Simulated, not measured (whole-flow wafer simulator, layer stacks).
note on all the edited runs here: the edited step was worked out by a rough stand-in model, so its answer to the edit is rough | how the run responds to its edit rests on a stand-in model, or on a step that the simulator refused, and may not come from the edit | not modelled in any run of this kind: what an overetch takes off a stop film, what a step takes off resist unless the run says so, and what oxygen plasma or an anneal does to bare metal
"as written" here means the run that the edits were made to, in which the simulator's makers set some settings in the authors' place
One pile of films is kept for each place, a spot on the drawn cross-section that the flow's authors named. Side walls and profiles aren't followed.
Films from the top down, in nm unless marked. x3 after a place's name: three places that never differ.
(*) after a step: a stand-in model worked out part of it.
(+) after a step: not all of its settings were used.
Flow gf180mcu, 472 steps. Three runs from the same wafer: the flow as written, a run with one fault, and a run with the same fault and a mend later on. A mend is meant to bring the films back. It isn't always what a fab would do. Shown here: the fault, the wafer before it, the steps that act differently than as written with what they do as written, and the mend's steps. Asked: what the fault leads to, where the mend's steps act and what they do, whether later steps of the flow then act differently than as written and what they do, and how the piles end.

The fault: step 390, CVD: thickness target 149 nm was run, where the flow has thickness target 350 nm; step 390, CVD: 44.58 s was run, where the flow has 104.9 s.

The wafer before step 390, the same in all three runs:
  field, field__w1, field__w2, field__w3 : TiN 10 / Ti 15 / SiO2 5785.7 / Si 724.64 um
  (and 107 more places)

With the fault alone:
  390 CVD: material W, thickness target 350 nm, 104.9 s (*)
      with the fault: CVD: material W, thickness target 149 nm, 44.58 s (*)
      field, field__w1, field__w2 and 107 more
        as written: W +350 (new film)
        with the fault: W +150.5 (new film)
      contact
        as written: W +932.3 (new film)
        with the fault: W +732.8 (new film)
  Later steps of the flow that act differently than as written:
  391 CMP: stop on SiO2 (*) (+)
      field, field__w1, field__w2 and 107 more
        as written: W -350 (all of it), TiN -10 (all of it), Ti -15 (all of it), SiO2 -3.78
        with the fault: W -150.5 (all of it), TiN -10 (all of it), Ti -15 (all of it), SiO2 -1.77
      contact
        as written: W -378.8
        with the fault: W -177.2
  At the end the piles differ from the flow's only slightly at the places that both follow, by at most 2% or 0.5 nm, whichever is larger.

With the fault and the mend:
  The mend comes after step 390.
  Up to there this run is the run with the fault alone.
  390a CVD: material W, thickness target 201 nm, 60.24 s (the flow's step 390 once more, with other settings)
      field, field__w1, field__w2 and 108 more
        W +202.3
  No later step of the flow acts differently than as written, at any place that is followed, by more than 2% or 0.5 nm, whichever is larger.
  At the end the piles differ from the flow's only slightly at the places that both follow, by at most 2% or 0.5 nm, whichever is larger.
